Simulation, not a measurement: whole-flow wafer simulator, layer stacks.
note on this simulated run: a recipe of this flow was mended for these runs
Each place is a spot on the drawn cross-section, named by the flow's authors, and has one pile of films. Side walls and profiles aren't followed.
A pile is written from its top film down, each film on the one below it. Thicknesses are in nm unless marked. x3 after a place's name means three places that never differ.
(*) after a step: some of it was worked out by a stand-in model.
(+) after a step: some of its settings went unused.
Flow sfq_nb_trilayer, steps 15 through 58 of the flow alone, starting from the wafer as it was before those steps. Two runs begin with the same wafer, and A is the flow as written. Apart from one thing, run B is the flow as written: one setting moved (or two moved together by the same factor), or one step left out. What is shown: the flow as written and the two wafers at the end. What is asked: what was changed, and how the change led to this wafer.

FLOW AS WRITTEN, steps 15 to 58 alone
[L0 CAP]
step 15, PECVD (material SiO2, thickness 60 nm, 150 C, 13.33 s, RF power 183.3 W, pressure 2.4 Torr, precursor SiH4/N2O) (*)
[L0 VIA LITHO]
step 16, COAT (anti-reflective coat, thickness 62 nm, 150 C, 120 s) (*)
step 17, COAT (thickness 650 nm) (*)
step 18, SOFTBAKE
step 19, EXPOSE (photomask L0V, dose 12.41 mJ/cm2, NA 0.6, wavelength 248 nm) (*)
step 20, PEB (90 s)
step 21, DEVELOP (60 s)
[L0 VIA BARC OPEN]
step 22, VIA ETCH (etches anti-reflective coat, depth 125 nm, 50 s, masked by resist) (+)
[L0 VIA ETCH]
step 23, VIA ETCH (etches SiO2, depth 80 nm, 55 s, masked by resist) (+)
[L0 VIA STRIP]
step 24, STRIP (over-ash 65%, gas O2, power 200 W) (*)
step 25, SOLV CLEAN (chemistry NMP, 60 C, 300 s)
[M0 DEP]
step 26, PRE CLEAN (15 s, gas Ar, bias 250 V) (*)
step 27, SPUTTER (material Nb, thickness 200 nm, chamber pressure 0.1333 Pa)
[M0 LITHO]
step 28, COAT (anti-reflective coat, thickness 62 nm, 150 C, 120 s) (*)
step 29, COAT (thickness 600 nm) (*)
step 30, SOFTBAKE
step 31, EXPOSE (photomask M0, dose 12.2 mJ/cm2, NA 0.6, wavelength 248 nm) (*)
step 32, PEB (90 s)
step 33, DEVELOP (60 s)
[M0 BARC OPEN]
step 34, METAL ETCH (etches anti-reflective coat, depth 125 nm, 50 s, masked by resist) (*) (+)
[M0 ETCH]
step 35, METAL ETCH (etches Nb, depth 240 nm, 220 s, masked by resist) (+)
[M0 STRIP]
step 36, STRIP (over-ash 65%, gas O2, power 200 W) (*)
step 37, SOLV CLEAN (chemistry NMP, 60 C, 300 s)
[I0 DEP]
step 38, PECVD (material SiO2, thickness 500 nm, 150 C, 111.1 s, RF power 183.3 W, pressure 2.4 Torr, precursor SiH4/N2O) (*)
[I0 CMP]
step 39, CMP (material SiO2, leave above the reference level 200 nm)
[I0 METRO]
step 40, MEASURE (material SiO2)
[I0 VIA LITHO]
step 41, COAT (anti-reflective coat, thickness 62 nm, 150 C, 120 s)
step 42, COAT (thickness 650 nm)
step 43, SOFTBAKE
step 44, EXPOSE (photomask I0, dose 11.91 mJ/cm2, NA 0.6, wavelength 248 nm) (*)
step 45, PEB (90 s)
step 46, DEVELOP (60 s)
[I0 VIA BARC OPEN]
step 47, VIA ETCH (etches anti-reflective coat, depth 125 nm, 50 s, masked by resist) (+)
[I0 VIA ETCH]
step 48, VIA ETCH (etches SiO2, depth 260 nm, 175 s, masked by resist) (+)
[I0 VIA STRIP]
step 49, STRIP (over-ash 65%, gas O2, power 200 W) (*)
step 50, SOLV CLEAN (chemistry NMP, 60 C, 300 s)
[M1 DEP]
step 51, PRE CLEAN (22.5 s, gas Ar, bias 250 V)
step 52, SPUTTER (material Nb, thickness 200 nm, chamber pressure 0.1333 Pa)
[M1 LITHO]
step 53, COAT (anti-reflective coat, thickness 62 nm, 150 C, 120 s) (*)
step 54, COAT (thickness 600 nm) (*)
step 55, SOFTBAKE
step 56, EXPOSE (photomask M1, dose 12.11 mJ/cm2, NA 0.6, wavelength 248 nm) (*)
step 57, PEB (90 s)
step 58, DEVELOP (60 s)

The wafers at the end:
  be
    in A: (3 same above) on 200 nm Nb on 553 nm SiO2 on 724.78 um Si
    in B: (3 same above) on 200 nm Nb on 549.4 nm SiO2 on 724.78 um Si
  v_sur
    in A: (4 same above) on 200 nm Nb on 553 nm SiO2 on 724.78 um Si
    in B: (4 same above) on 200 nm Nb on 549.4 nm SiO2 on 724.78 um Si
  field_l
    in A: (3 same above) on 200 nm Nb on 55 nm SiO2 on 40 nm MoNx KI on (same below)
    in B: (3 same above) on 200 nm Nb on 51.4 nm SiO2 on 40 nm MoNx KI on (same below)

The reason: step 15, PECVD: RF power 163.7 W was run, while the flow as written has RF power 183.3 W.

The path from the change to this, step by step:
  step 15, PECVD (material SiO2, thickness 60 nm, 150 C, 13.33 s, RF power 183.3 W, pressure 2.4 Torr, precursor SiH4/N2O) (*)
      v_sur, via_wl, via_w and 97 more: A SiO2 gains 60 | B SiO2 gains 56.4
      field_l, l0_sur, l0v, l0r_line_l, l0r_line_c, l0r_line_r: A SiO2 gains 60 (new film) | B SiO2 gains 56.4 (new film)
  step 23, VIA ETCH (etches SiO2, depth 80 nm, 55 s, masked by resist) (+)
      l0v: A SiO2 loses 59.7 (all of it), MoNx KI loses 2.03 | B SiO2 loses 56 (all of it), MoNx KI loses 2.4
  step 28, COAT (anti-reflective coat, thickness 62 nm, 150 C, 120 s) (*)
      l0_sur: A anti-reflective coat gains 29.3 (new film) | B anti-reflective coat gains 30.5 (new film)
  step 36, STRIP (over-ash 65%, gas O2, power 200 W) (*)
      l0_sur: A KrF-resist-other-grade loses 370 (all of it), anti-reflective coat loses 29.3 (all of it) | B KrF-resist-other-grade loses 369.4 (all of it), anti-reflective coat loses 30.5 (all of it)
